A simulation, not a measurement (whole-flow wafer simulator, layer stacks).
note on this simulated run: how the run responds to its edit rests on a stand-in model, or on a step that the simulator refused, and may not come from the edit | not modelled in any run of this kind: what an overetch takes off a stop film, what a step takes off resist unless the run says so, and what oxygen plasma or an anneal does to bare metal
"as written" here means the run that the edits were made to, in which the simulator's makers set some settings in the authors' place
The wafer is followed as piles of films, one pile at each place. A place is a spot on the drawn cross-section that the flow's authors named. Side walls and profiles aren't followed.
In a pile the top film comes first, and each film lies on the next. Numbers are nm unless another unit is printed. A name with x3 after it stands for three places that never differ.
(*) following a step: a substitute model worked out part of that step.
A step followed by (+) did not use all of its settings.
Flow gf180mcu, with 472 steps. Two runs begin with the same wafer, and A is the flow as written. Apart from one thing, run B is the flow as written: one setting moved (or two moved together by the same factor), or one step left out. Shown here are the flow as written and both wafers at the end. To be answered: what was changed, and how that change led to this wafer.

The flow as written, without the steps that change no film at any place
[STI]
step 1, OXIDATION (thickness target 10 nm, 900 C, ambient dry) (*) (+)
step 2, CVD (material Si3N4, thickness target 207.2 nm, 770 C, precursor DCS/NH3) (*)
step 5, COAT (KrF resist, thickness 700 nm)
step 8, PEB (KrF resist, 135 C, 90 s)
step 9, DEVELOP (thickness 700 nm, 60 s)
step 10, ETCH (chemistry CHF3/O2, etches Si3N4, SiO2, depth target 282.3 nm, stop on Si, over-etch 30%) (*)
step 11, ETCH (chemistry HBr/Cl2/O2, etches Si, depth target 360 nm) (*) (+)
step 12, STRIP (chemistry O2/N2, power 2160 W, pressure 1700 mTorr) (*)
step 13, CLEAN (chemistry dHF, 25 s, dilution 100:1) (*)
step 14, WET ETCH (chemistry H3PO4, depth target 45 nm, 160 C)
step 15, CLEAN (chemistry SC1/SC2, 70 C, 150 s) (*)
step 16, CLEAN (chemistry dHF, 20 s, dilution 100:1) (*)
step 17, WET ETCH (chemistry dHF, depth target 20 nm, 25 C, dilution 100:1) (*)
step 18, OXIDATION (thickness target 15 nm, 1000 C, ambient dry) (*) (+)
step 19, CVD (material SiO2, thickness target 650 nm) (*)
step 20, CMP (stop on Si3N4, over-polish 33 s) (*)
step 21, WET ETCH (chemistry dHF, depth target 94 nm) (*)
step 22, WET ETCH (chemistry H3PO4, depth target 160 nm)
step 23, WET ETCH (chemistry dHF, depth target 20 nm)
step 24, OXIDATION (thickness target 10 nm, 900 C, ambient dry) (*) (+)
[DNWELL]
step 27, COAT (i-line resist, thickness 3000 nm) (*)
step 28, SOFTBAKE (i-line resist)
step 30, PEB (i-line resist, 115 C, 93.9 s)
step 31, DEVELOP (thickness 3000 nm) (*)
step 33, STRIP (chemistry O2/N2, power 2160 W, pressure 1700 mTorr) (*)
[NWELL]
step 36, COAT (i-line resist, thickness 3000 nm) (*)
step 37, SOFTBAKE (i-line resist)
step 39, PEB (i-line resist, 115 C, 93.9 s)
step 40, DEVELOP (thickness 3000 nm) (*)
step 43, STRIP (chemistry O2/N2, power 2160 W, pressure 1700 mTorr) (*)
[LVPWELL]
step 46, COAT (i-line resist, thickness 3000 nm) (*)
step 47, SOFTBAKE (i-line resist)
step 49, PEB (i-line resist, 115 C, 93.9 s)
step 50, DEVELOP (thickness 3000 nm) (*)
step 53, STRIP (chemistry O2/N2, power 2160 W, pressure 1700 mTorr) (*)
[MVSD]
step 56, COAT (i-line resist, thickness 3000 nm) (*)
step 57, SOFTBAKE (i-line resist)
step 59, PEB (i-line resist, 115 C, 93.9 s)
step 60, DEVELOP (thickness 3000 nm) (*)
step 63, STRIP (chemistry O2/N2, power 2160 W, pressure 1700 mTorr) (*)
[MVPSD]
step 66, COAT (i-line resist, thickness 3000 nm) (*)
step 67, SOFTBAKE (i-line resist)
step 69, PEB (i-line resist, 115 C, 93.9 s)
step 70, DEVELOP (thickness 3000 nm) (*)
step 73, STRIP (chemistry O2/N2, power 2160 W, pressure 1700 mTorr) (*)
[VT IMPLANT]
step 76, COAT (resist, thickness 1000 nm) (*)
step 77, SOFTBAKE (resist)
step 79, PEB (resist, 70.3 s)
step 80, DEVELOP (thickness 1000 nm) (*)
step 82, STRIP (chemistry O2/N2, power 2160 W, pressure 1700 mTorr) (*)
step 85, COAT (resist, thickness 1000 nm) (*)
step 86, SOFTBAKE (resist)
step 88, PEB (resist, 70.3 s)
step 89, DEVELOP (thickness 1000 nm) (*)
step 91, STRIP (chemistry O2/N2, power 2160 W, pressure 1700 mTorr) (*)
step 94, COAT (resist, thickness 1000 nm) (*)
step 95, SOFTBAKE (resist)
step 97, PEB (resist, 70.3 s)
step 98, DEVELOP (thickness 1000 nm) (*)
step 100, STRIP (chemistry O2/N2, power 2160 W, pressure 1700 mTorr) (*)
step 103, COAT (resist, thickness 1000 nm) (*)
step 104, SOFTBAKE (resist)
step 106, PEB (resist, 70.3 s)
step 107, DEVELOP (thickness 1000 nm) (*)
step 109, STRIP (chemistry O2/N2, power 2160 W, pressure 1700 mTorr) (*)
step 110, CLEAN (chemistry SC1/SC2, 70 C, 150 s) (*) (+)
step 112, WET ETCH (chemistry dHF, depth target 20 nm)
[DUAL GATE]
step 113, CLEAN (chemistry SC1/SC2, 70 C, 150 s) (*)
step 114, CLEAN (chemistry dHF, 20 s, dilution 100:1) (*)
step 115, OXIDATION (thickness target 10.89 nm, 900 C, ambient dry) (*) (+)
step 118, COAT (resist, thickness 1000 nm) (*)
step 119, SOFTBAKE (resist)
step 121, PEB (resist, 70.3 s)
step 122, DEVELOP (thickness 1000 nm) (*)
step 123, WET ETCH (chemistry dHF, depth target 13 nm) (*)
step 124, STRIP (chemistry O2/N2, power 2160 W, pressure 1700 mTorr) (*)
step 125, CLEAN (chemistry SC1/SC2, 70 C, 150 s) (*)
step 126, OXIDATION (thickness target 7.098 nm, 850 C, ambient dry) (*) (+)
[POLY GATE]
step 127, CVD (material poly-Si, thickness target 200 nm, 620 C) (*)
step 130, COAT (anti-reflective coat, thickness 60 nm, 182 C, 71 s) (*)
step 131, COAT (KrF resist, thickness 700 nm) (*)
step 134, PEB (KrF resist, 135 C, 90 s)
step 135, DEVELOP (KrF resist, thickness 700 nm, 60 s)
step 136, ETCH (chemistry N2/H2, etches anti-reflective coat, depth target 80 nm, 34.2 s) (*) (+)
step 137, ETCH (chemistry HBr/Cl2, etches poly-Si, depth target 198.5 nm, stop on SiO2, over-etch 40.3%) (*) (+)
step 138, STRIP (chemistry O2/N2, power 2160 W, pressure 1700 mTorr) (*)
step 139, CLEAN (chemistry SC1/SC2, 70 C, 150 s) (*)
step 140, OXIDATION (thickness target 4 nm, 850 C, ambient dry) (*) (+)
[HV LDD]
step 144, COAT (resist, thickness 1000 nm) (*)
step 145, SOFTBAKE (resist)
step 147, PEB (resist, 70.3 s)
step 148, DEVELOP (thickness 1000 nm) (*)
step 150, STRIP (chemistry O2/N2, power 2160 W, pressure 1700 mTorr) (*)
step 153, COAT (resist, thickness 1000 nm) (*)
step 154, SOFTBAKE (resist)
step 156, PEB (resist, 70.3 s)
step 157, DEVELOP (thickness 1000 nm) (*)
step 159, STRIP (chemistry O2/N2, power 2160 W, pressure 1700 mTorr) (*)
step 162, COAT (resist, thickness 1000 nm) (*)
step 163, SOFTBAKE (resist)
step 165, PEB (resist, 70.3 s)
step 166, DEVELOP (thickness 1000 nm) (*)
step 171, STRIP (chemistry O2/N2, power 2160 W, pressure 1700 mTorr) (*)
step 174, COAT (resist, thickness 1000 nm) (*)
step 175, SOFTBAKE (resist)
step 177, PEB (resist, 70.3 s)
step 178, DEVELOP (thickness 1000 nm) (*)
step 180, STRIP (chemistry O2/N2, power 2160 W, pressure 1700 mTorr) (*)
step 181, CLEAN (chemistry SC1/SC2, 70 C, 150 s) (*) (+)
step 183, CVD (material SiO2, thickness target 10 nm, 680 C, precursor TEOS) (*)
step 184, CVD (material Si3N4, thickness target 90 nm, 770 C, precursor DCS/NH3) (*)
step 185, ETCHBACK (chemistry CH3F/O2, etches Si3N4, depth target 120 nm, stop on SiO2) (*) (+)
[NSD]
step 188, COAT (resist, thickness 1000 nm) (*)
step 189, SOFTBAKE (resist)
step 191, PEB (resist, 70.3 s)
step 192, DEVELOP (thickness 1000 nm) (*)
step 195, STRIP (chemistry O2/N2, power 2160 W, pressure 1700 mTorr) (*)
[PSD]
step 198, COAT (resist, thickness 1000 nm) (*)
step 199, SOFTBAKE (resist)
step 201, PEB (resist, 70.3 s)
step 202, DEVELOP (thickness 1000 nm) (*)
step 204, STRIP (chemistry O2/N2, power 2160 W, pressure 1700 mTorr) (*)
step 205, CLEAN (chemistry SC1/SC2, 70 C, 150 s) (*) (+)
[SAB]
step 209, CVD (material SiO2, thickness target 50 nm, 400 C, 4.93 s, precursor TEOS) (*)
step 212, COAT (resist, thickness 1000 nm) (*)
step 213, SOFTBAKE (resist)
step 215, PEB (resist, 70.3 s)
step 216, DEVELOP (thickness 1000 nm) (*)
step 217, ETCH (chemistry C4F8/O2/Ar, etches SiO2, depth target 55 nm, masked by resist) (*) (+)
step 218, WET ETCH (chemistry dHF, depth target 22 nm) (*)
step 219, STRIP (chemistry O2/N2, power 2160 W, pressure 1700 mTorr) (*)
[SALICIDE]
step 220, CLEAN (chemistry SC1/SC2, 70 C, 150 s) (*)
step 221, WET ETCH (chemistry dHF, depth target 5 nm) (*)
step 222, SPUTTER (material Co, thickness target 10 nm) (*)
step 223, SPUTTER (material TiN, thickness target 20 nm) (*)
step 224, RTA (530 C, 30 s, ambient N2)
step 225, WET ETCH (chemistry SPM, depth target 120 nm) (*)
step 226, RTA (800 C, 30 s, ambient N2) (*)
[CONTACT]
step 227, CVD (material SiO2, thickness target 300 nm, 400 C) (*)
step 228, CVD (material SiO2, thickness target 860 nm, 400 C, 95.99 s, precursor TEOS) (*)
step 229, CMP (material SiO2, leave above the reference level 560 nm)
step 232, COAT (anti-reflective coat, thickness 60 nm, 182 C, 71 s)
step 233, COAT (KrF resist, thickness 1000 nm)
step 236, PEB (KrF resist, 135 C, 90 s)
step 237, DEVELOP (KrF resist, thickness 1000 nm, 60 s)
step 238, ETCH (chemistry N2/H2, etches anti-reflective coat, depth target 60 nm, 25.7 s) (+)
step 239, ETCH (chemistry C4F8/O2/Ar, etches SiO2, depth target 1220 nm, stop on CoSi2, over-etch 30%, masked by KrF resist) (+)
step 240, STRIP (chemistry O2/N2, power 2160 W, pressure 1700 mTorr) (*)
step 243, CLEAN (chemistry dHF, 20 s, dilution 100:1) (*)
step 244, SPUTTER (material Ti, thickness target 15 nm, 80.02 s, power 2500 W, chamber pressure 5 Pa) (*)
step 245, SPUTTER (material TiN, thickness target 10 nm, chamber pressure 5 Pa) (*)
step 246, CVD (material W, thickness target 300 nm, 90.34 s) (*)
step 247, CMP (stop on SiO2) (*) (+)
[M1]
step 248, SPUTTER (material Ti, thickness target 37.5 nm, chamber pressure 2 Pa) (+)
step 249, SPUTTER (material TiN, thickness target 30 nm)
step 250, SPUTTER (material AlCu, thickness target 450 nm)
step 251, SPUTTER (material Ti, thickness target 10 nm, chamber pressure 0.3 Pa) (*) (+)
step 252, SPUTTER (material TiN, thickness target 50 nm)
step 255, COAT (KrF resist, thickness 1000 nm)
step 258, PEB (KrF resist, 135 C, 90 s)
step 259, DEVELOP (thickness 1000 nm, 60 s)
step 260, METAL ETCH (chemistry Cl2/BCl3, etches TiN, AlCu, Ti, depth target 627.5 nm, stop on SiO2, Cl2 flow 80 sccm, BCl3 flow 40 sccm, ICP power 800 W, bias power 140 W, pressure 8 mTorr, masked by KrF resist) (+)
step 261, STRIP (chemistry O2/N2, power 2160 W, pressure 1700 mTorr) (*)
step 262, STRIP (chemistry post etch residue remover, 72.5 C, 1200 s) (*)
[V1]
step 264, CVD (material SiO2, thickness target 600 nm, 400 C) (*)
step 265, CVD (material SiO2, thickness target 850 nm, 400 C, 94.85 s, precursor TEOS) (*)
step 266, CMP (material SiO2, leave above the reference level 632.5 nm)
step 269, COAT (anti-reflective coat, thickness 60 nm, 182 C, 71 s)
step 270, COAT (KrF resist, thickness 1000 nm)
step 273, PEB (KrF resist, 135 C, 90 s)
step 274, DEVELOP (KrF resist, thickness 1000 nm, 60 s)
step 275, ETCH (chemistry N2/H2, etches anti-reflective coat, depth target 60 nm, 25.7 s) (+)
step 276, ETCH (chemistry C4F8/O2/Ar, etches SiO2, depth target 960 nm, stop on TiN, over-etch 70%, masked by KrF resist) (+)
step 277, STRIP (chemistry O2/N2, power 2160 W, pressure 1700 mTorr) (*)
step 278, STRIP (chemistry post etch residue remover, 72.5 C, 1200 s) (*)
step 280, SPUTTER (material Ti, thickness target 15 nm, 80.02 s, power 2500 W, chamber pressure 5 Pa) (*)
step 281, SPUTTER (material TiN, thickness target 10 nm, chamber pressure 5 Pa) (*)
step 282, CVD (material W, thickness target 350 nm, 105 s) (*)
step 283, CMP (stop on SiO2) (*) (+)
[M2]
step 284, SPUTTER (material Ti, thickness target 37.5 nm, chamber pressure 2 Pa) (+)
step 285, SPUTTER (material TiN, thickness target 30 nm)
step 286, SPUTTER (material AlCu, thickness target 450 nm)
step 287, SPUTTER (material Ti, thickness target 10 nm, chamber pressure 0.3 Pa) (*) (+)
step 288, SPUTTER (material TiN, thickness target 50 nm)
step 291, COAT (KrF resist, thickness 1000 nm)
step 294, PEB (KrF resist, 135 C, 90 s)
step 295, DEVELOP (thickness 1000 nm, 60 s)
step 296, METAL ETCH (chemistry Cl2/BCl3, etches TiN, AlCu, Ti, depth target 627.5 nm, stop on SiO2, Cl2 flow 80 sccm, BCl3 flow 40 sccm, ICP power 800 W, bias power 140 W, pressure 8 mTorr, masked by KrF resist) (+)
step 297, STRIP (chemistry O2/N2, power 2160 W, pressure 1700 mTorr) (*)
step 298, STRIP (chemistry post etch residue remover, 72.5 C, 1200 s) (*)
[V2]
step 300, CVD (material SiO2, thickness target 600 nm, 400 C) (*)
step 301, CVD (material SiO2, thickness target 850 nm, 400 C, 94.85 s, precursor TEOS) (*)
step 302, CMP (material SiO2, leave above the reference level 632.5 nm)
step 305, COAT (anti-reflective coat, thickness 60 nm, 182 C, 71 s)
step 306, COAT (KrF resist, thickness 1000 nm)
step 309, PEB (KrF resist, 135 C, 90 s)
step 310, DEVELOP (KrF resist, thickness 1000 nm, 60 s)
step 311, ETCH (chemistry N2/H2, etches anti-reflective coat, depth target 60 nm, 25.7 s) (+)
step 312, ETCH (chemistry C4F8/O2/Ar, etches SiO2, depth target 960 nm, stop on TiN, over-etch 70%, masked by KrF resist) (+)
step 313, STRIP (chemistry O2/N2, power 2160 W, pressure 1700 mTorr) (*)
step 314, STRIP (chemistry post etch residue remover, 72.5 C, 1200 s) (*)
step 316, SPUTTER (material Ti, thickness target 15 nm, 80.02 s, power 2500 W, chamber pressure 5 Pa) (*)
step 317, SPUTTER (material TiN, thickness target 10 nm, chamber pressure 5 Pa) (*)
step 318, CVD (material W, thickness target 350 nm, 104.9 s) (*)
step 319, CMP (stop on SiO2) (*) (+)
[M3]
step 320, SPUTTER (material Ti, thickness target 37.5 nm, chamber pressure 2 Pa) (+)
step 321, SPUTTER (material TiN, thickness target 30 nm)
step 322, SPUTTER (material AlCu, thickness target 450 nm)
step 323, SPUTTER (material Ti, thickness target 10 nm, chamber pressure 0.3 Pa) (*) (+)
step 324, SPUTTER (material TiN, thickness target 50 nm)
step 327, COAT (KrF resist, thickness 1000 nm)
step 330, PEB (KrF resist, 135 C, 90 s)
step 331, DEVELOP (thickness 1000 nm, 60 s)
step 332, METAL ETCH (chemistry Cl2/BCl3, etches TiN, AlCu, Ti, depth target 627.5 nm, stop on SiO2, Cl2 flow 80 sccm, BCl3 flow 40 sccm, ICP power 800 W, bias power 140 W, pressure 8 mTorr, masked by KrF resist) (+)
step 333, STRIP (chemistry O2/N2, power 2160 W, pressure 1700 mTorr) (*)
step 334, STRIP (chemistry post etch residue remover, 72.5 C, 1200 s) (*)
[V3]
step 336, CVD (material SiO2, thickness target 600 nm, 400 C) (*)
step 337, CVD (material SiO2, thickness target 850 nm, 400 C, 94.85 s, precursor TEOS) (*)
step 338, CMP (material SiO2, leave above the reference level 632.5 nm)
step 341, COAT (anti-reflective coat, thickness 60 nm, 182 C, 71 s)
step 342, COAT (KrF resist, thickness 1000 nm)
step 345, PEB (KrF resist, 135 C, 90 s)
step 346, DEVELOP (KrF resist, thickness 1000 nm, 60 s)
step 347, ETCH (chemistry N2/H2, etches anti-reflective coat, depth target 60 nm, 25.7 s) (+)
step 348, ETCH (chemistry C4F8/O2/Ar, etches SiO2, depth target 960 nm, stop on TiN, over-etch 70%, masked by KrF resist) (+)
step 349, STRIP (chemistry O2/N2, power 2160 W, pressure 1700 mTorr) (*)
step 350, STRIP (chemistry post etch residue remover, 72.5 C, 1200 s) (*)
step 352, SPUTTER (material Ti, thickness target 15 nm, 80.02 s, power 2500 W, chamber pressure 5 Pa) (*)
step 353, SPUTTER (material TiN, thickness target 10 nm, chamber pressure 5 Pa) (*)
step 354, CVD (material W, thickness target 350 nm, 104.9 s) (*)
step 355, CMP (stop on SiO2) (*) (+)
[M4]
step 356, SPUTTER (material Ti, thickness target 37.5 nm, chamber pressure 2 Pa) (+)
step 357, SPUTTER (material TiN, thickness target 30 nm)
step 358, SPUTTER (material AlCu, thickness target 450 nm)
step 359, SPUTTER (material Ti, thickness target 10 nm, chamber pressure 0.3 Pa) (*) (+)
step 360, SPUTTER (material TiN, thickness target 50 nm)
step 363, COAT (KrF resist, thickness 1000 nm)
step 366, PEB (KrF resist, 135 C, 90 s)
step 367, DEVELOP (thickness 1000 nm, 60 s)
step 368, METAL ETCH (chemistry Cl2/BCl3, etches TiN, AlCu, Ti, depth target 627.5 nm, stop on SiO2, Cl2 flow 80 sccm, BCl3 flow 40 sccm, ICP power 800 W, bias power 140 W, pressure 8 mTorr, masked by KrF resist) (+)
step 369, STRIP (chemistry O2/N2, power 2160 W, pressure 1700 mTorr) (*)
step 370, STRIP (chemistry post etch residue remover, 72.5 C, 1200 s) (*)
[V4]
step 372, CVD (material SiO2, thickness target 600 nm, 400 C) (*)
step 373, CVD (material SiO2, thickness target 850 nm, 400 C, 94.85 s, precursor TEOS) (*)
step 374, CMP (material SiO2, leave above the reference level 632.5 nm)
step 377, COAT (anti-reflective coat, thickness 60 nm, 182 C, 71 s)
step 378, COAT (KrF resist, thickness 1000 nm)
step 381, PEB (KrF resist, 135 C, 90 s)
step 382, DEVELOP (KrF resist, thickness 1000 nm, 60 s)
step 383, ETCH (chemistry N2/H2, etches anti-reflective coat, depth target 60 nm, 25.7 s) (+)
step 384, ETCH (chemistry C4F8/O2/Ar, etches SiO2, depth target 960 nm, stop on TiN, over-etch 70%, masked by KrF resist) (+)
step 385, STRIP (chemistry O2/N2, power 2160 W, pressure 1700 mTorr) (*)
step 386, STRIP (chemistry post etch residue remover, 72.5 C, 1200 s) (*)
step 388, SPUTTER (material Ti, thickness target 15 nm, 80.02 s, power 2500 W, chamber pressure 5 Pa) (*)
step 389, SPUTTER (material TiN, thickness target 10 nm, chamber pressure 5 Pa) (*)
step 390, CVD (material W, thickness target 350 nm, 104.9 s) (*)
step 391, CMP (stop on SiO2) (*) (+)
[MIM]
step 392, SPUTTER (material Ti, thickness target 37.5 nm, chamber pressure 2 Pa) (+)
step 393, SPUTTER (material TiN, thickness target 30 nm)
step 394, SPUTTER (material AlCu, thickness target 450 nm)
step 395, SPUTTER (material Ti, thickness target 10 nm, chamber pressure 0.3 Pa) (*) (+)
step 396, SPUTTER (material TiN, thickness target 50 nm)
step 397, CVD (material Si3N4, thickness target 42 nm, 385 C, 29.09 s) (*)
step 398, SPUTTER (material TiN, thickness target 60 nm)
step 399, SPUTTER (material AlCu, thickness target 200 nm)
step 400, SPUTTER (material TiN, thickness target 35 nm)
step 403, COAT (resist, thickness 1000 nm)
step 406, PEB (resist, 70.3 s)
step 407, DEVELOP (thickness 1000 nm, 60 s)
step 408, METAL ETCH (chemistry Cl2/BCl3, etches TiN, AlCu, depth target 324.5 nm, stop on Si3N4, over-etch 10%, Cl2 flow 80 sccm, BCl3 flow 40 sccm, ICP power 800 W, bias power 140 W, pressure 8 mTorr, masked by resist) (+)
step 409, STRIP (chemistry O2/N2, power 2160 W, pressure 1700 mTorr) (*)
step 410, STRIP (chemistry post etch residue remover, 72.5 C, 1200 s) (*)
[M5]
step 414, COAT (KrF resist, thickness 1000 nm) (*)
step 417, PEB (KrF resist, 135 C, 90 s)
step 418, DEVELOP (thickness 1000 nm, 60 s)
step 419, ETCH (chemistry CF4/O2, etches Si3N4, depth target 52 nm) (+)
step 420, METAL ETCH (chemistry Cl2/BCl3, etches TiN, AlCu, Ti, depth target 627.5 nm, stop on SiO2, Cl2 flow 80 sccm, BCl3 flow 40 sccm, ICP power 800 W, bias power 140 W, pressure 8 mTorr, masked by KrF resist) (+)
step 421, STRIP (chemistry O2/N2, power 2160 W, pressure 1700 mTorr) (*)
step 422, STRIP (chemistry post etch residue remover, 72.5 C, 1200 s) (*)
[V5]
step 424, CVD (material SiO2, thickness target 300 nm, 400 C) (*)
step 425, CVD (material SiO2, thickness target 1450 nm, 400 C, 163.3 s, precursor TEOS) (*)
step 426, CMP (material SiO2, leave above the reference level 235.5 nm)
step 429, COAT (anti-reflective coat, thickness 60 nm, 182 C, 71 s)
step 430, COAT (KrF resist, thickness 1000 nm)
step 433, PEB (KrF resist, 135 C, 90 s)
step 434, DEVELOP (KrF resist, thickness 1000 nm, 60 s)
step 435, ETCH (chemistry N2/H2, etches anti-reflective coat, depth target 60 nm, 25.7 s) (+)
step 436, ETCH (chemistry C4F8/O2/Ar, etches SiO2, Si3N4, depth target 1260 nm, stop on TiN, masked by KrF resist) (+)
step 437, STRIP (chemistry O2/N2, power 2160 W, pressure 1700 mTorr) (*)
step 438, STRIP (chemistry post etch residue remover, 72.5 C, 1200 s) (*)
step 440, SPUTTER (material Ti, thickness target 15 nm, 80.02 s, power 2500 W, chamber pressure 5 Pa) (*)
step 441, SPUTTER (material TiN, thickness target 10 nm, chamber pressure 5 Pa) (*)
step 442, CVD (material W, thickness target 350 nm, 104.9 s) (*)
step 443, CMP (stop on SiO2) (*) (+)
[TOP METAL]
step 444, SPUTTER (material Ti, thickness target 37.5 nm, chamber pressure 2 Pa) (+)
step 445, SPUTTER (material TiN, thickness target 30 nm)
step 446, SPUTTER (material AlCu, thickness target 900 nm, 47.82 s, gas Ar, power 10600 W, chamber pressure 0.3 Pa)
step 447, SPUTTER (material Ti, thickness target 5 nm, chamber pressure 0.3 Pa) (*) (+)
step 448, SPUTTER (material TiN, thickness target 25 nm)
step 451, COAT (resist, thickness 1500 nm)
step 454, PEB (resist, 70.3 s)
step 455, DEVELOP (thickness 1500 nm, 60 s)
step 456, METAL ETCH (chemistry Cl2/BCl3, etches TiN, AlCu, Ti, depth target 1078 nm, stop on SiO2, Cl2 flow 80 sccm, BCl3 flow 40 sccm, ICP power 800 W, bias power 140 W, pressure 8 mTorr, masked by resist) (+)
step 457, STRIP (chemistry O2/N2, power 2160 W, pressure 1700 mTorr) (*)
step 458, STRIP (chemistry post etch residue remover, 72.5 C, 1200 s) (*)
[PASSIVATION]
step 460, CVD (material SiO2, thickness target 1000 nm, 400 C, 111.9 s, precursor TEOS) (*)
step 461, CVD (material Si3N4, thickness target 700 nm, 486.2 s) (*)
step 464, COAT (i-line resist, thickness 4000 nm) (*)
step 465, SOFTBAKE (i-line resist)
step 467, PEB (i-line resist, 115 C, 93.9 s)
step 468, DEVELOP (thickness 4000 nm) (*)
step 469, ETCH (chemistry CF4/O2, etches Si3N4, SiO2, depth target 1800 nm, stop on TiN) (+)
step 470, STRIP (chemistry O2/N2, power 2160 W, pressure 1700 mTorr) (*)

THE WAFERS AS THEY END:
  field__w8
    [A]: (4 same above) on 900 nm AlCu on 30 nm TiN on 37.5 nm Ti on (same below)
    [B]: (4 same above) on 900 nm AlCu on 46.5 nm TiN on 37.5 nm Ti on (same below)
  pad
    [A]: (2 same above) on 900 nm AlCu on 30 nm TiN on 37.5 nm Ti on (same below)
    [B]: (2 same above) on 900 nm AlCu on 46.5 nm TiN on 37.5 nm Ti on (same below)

Cause: step 445, SPUTTER: thickness target 46.5 nm was run, while the flow as written has thickness target 30 nm.
The wafer lets one read it off: field__w8 has TiN 46.5, and step 445 as written asks for 30 nm.

Step by step, how the change led to this:
  step 445, SPUTTER (material TiN, thickness target 30 nm)
      field, field__w1, field__w2 and 109 more: A TiN gains 30 (new film) | B TiN gains 46.5 (new film)
  step 456, METAL ETCH (chemistry Cl2/BCl3, etches TiN, AlCu, Ti, depth target 1078 nm, stop on SiO2, Cl2 flow 80 sccm, BCl3 flow 40 sccm, ICP power 800 W, bias power 140 W, pressure 8 mTorr, masked by resist) (+)
      field, field__w1, field__w2 and 103 more: A TiN loses 25 (all of it), Ti loses 5 (all of it), AlCu loses 900 (all of it), TiN loses 30 (all of it), Ti loses 37.5 (all of it) | B TiN loses 25 (all of it), Ti loses 5 (all of it), AlCu loses 900 (all of it), TiN loses 46.5 (all of it), Ti loses 37.5 (all of it)
  step 465, SOFTBAKE (i-line resist)
      gate: A i-line resist gains 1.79 | B i-line resist loses 0.23
      ld_acc_p, ld_fp_p, ld_drift_p: A i-line resist gains 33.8 | B i-line resist gains 27.6
      (and at 62 other places as well)
